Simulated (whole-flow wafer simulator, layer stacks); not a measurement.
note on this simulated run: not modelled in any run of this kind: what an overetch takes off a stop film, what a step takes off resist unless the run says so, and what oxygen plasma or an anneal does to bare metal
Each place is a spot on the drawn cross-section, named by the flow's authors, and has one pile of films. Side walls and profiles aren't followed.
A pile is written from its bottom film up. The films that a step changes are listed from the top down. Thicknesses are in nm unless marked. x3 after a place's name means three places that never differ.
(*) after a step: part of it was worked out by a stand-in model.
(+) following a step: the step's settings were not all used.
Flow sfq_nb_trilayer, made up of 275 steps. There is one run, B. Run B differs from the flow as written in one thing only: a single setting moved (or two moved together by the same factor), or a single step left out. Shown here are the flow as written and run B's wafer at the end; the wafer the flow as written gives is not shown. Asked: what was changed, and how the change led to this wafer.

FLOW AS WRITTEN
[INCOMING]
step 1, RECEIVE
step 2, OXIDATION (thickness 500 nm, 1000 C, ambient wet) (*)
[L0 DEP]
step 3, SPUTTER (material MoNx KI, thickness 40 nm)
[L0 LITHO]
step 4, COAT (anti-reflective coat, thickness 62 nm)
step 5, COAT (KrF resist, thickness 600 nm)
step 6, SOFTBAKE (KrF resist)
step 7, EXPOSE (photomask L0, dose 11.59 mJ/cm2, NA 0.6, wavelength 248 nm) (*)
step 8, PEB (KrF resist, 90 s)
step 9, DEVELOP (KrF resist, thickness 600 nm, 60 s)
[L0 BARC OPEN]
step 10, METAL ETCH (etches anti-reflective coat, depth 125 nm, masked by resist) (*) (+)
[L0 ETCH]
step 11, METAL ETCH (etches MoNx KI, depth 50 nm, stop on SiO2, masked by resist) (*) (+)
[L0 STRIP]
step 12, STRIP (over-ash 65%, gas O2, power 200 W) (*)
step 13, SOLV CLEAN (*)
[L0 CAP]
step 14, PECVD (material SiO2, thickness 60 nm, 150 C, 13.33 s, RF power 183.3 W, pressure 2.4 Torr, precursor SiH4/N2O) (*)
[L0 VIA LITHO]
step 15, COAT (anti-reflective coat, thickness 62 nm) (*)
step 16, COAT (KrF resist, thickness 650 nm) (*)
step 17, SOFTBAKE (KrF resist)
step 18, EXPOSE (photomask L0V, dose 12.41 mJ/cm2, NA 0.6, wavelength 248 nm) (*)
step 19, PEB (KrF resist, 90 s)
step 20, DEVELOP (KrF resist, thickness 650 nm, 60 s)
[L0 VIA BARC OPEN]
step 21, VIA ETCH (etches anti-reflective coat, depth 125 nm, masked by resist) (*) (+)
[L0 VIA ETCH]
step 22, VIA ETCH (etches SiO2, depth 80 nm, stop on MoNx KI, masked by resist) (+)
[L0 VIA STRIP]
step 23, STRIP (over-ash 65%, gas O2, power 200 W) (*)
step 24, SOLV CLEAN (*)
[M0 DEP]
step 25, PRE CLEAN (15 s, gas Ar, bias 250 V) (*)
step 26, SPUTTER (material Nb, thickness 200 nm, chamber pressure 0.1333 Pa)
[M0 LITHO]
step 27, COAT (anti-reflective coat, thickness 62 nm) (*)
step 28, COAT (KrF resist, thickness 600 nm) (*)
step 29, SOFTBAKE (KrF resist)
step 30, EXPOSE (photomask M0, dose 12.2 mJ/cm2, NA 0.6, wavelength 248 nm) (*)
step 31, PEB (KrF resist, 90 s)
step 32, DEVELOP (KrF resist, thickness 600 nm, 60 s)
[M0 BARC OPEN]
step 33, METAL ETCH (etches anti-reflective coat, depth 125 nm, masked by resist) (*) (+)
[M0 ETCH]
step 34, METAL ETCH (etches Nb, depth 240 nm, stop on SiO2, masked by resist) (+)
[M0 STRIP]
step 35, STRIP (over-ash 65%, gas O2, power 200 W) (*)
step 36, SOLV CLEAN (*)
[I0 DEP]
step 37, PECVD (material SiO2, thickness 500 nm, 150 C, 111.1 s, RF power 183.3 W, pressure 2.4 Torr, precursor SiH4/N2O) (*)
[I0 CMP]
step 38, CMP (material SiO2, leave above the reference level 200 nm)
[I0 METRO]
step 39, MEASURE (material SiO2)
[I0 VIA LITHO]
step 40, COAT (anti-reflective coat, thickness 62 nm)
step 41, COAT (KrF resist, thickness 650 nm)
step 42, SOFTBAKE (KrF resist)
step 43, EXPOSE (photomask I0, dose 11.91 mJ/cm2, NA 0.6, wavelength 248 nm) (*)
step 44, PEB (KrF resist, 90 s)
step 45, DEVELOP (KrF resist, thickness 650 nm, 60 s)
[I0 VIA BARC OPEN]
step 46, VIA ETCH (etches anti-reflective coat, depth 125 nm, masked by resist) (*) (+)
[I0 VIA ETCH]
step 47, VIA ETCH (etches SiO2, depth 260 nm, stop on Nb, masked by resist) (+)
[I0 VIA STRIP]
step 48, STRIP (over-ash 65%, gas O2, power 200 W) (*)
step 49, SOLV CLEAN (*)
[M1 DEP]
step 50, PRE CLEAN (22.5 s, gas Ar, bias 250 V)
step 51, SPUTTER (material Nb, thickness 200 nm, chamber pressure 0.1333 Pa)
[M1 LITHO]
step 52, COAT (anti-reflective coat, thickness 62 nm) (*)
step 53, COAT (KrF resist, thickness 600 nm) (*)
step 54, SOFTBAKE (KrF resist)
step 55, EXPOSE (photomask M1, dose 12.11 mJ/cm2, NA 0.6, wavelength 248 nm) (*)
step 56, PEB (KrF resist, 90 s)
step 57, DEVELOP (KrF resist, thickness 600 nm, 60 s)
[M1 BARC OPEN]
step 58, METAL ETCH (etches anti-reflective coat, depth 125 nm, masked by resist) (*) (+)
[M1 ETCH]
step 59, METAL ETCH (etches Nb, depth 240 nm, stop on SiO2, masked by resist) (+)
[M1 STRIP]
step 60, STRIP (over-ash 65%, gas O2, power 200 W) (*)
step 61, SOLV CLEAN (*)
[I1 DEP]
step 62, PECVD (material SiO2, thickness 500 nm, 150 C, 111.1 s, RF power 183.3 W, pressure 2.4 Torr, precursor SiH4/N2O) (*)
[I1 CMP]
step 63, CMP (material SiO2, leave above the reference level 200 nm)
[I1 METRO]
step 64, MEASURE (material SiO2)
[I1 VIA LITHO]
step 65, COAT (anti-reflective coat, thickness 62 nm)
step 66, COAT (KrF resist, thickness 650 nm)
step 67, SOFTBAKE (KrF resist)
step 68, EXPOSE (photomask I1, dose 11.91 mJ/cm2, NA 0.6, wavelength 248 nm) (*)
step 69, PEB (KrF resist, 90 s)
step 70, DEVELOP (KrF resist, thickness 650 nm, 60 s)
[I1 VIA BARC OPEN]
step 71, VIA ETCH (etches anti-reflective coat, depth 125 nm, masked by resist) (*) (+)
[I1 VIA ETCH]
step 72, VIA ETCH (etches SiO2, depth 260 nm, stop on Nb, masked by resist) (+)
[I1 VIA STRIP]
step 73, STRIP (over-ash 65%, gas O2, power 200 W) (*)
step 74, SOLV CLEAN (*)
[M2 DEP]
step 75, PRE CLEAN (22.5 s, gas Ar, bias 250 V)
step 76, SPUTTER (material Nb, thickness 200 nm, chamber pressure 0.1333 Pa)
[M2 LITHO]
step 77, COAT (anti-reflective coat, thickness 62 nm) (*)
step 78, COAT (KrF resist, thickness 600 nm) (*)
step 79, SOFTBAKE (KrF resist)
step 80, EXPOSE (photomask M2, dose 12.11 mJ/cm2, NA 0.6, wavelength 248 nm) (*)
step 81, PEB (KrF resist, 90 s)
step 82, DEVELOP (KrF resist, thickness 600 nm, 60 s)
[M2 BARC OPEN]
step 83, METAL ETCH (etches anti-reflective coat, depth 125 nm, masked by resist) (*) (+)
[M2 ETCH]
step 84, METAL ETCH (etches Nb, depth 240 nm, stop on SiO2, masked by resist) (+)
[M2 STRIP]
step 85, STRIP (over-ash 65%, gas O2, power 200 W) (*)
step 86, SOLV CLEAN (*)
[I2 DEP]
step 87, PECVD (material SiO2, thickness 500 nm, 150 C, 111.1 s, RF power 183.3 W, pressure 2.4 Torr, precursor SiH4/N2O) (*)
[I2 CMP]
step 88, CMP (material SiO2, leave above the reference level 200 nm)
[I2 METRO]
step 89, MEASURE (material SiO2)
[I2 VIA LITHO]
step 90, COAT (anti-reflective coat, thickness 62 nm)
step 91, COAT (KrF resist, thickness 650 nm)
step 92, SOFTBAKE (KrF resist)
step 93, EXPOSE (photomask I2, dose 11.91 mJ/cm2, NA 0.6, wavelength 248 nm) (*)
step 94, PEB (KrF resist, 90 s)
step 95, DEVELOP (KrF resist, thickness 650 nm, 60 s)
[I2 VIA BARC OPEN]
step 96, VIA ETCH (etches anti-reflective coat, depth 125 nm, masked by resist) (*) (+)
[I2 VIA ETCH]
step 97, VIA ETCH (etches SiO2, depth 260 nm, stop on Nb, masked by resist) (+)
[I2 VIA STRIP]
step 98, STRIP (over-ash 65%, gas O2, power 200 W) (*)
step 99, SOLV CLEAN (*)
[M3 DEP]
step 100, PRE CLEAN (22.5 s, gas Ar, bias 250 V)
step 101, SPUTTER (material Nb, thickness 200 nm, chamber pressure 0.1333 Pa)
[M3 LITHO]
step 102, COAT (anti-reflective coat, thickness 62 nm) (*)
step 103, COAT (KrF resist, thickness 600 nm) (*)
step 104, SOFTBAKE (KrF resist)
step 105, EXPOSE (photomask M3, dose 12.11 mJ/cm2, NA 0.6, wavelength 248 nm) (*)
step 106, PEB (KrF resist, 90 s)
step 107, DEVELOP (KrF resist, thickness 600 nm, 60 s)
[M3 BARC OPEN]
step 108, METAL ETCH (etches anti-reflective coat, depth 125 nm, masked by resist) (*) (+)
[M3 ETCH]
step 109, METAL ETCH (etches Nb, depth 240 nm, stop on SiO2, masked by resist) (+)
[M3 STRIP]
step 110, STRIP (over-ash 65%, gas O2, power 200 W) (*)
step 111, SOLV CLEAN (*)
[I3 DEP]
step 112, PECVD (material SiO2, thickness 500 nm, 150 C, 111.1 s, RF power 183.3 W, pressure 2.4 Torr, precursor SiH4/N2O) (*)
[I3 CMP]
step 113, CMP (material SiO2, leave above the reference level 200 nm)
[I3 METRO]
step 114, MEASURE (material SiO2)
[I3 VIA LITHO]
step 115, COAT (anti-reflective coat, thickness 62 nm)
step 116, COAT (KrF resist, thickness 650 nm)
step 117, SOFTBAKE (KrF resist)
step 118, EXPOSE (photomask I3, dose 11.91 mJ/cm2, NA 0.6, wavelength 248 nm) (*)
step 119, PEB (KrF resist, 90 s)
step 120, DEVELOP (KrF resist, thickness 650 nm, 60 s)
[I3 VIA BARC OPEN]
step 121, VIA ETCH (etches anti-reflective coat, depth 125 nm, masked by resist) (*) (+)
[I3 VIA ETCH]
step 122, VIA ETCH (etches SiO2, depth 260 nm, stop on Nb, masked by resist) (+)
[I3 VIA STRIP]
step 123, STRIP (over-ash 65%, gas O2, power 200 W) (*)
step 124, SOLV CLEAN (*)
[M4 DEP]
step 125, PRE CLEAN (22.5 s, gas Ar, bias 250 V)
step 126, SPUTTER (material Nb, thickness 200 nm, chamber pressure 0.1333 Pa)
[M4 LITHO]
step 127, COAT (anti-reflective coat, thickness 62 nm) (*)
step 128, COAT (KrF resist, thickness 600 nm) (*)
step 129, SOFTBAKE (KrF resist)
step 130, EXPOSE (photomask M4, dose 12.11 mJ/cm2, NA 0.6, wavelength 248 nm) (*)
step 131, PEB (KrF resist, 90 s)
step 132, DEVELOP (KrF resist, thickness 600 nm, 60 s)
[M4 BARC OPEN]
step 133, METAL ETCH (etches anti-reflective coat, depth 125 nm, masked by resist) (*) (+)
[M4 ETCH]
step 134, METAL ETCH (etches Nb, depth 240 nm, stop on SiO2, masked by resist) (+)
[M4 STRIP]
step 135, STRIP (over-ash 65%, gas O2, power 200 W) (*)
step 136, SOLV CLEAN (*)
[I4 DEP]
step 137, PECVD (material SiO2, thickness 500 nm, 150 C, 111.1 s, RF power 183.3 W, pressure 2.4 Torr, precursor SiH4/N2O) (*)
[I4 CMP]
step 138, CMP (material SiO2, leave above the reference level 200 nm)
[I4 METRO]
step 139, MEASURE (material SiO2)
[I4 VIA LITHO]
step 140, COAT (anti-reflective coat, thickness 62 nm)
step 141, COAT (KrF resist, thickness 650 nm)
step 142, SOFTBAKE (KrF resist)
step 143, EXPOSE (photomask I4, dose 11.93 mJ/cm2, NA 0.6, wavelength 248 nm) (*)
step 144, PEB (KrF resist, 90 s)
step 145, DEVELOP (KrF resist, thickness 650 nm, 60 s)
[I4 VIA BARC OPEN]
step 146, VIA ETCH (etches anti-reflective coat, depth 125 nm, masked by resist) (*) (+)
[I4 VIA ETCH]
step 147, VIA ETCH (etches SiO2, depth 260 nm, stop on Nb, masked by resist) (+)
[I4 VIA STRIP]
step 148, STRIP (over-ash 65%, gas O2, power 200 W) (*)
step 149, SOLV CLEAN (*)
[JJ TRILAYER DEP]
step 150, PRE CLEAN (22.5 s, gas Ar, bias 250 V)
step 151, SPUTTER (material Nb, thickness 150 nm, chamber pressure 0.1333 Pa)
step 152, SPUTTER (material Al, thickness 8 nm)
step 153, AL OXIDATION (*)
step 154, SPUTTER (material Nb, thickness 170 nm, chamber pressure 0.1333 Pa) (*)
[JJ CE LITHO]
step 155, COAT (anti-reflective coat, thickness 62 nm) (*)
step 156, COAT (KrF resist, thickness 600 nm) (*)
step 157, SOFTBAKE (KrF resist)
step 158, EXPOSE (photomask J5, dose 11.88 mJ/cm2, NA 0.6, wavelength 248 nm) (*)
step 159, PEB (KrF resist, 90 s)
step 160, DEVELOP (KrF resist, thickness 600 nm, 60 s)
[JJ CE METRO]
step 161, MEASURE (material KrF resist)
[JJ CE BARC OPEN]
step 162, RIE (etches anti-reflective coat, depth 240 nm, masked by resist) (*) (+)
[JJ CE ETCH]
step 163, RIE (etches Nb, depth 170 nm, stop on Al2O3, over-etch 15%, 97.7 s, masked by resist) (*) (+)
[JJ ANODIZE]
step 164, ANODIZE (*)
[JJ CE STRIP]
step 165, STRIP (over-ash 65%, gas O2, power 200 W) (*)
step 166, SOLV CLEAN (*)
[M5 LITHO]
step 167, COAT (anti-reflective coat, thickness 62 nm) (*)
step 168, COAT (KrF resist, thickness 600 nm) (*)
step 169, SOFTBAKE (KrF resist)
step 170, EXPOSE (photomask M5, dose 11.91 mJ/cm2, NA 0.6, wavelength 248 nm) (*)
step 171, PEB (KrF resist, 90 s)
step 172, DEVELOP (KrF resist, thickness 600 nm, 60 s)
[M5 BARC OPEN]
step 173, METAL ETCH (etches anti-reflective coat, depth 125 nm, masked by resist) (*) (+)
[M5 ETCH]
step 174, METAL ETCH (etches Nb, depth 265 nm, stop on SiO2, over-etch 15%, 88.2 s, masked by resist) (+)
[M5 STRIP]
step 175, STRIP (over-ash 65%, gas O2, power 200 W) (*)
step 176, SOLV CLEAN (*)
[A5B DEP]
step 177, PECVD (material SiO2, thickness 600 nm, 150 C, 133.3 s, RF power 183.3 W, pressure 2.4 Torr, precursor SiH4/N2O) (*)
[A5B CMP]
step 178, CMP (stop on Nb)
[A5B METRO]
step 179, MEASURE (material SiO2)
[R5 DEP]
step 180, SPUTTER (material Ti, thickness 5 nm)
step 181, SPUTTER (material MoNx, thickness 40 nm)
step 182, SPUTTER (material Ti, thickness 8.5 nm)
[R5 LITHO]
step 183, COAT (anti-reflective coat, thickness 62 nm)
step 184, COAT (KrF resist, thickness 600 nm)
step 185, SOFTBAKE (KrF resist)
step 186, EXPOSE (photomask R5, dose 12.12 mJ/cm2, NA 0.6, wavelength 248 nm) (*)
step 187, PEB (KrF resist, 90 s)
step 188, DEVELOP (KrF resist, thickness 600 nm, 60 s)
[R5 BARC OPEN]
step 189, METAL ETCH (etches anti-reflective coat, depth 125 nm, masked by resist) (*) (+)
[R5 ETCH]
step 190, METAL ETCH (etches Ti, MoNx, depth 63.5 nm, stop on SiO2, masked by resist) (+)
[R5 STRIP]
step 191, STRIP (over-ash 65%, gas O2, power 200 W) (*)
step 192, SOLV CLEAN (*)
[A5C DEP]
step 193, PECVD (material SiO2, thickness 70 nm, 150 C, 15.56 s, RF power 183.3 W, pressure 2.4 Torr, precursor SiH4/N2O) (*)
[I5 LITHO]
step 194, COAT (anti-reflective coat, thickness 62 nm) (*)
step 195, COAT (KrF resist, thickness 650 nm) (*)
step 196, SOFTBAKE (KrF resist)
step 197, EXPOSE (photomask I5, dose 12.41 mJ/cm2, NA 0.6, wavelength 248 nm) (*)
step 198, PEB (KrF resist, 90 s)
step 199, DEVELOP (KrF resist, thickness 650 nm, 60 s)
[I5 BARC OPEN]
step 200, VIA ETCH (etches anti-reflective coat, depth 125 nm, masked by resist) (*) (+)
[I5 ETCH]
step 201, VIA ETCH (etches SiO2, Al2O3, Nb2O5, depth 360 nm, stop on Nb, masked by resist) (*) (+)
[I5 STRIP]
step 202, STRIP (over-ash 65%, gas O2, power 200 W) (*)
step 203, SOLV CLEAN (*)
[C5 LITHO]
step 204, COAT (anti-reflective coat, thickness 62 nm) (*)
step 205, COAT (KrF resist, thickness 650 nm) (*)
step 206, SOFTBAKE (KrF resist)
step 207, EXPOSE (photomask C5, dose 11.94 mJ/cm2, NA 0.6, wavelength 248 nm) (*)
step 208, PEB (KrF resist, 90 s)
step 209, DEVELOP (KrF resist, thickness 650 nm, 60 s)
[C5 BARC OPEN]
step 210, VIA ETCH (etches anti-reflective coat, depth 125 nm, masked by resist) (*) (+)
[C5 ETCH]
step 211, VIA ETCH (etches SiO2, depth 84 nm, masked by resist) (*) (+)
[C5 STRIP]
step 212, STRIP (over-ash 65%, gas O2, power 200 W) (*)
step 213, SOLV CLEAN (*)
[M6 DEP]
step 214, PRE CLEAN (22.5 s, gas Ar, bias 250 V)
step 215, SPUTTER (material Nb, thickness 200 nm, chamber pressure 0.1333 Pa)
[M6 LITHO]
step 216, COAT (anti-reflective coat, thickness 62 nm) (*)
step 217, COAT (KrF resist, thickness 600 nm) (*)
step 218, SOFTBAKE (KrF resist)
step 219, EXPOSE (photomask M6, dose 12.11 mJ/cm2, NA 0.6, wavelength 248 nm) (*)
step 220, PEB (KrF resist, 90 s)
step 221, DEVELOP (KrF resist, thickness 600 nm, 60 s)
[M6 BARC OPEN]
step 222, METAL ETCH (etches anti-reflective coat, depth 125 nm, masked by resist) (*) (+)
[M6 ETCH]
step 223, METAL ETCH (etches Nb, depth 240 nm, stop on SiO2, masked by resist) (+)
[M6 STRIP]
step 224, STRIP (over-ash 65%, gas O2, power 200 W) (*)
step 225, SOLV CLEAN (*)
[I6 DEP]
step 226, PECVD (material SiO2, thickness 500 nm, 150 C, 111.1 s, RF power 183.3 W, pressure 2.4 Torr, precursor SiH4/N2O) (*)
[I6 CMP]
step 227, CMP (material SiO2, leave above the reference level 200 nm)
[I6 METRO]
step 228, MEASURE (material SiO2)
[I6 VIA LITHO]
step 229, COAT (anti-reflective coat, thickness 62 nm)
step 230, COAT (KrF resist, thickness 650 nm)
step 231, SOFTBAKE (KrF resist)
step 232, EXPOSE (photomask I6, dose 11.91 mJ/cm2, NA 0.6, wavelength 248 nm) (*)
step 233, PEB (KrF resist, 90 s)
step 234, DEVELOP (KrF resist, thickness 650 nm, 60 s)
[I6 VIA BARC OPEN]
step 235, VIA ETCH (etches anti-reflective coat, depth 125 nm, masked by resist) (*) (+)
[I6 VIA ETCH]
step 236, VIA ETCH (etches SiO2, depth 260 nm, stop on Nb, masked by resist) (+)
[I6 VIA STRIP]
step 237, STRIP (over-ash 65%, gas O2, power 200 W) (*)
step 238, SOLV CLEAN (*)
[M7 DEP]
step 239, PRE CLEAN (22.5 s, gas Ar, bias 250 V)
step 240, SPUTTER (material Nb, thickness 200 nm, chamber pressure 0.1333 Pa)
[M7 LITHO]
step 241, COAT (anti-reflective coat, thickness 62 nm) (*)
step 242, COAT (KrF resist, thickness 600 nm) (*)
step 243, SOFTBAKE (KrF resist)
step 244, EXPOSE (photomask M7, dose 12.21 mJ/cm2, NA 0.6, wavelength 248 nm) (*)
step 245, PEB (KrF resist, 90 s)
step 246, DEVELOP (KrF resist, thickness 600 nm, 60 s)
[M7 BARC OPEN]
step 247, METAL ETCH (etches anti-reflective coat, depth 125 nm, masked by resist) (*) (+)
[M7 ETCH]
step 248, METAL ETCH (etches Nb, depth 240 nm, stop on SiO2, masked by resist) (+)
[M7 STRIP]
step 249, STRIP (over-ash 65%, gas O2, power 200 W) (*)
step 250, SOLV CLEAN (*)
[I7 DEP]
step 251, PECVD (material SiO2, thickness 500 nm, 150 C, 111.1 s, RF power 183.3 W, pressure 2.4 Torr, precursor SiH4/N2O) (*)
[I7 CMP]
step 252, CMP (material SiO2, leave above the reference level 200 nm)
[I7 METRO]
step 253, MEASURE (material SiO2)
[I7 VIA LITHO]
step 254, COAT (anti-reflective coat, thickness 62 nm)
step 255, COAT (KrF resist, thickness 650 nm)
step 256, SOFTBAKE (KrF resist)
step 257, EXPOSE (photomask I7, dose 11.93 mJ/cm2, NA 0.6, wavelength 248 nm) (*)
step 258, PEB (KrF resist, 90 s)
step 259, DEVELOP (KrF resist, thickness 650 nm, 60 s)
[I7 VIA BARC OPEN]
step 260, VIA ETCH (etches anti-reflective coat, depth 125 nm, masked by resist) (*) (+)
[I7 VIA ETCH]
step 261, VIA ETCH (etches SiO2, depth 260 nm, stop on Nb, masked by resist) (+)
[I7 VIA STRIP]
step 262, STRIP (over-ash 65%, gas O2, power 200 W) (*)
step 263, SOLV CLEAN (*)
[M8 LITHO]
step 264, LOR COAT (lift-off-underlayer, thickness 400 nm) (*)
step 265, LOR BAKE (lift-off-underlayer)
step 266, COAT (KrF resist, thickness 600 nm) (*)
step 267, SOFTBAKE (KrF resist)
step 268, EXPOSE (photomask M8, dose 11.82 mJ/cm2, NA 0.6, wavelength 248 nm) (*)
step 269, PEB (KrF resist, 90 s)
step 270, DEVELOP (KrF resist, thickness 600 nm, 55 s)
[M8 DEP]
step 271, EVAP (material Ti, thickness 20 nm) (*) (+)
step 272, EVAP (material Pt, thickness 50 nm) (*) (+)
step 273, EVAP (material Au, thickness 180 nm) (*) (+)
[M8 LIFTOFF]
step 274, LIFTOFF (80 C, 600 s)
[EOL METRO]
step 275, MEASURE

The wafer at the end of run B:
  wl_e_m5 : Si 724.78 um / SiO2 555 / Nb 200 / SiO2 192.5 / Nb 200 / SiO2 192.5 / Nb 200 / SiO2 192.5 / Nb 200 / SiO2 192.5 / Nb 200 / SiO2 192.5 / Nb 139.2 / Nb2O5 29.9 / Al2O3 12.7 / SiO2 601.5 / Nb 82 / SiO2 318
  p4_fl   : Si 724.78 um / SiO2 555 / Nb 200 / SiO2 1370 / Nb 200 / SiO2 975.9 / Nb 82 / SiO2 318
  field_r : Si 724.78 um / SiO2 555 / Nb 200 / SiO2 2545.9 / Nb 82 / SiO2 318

Cause: step 248, METAL ETCH: depth 118 nm was run, whereas the flow has depth 240 nm.

The path from the change to this, step by step:
  step 248, METAL ETCH (etches Nb, depth 240 nm, stop on SiO2, masked by resist) (+)
      field_l, field_r, lsp_l and 62 more: Nb loses 118 (in the flow as written it would be: Nb loses 200 (all of it))
      v_sur, via_wl, via_w and 38 more: KrF resist loses 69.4 (in the flow as written it would be: KrF resist loses 141.2)
  step 249, STRIP (over-ash 65%, gas O2, power 200 W) (*)
      wl_j_sl, wl_jj, wl_j_sr and 14 more: KrF resist loses 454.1 (all of it), anti-reflective coat loses 62 (all of it) (in the flow as written it would be: KrF resist loses 382.4 (all of it), anti-reflective coat loses 62 (all of it))
      ln_m5, lsp_m, ln_m6, lsp_r: KrF resist loses 453.7 (all of it), anti-reflective coat loses 61.8 (all of it) (in the flow as written it would be: KrF resist loses 381.9 (all of it), anti-reflective coat loses 61.8 (all of it))
      (as well as at 20 more places)
  step 251, PECVD (material SiO2, thickness 500 nm, 150 C, 111.1 s, RF power 183.3 W, pressure 2.4 Torr, precursor SiH4/N2O) (*)
      field_l, p4_fl, p4_fm and 56 more: SiO2 gains 500 (new film) (in the flow as written it would be: SiO2 gains 500)
      field_r, lsp_l: SiO2 gains 486.8 (new film) (in the flow as written it would be: SiO2 gains 477.7)
      (as well as at 4 more places)
  step 252, CMP (material SiO2, leave above the reference level 200 nm)
      field_l, p4_fl, p4_fm and 56 more: SiO2 loses 182 (in the flow as written it would be: SiO2 loses 100)
      field_r, lsp_l: SiO2 loses 168.8 (in the flow as written it would be: SiO2 loses 77.7)
      (as well as at 4 more places)
With metal films that touch counted as one body, wl_e_m5 has 7 bodies (between them, from the top down: SiO2 601.5 / Al2O3 12.7 / Nb2O5 29.9; SiO2 192.5; SiO2 192.5; SiO2 192.5; SiO2 192.5; SiO2 192.5); the flow as written gives 6 bodies (between them, from the top down: SiO2 192.5; SiO2 192.5; SiO2 192.5; SiO2 192.5; SiO2 192.5).
With metal films that touch counted as one body, p4_fl has 3 bodies (between them, from the top down: SiO2 975.9; SiO2 1370); the flow as written gives 2 bodies (between them, from the top down: SiO2 1370).
With metal films that touch counted as one body, field_r has 2 bodies (between them, from the top down: SiO2 2545.9); the flow as written gives 1 body.
